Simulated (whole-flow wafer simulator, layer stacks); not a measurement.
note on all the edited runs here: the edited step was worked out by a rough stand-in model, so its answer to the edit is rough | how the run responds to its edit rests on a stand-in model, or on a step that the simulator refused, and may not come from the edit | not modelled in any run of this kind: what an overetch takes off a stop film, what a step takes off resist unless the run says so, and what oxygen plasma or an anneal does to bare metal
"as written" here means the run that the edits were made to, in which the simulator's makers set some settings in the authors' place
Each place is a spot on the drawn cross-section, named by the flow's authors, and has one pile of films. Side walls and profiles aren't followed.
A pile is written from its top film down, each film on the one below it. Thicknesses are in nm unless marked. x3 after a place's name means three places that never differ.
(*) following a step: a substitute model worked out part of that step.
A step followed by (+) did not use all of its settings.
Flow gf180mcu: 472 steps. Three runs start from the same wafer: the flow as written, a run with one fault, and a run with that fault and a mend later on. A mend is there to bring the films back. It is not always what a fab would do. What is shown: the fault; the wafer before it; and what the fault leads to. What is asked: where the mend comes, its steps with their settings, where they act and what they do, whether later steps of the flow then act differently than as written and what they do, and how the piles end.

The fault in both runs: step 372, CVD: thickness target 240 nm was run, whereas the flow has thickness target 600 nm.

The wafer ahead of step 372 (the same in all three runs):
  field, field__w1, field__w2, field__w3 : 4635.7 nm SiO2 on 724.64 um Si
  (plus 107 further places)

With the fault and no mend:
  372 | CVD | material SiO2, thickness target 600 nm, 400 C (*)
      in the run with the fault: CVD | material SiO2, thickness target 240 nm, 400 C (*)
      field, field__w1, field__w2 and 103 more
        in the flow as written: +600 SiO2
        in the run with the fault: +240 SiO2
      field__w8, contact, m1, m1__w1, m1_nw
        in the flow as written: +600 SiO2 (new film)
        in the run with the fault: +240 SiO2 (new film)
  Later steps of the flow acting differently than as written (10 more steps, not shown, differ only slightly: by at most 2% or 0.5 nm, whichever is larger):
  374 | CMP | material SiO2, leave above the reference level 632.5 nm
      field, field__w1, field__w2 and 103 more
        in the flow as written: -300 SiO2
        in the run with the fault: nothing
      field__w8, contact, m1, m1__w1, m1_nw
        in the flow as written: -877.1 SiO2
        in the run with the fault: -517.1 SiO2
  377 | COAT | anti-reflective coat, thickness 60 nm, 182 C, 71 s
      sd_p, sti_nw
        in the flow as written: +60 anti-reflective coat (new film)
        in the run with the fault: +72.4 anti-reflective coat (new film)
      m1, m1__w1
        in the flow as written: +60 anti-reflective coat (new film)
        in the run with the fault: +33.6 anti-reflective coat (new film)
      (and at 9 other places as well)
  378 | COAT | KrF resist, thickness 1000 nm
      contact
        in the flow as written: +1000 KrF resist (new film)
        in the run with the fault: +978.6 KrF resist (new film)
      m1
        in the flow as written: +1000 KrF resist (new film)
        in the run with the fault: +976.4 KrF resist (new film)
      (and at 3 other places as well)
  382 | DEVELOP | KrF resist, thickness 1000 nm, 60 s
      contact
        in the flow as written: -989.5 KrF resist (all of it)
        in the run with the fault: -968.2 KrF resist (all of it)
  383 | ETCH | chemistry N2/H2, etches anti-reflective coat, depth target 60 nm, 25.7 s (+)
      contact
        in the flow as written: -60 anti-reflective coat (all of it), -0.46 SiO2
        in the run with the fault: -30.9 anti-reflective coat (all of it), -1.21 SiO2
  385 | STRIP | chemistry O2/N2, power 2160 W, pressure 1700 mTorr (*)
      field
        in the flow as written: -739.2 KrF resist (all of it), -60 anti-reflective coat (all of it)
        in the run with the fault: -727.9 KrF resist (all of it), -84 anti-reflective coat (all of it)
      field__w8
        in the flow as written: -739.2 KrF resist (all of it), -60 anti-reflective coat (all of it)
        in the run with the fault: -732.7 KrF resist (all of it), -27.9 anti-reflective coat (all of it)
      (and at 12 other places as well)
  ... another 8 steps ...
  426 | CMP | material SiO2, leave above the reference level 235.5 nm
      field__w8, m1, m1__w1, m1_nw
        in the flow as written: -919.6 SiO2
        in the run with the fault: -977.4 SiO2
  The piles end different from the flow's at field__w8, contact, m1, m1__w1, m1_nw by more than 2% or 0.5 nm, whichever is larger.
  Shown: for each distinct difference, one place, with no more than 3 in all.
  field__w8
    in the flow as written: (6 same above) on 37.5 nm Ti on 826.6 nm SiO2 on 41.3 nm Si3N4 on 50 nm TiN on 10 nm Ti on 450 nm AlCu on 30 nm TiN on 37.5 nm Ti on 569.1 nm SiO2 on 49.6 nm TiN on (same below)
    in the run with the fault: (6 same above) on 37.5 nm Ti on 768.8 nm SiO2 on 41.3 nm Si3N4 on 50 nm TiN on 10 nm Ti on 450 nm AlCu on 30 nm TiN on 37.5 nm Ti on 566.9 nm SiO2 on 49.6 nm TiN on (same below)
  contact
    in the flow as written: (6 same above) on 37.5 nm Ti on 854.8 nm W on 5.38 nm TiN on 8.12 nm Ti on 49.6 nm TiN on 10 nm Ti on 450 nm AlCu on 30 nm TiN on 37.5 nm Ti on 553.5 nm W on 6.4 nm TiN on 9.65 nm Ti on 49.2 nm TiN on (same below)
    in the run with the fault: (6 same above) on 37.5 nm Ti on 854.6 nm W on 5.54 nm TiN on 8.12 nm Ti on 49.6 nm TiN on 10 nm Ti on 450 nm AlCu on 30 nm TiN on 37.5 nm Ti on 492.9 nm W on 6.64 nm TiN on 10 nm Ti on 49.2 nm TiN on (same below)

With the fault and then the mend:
  The mend stands after step 372.
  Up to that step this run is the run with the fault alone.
  372a | CVD | material SiO2, thickness target 360 nm, 400 C (*) (a further turn of the flow's step 372, with different settings)
      field, field__w1, field__w2 and 108 more
        +360 SiO2
  Later steps of the flow that are run all act as written at every place that is followed.
  The piles end the same as the flow's at every place that both follow.
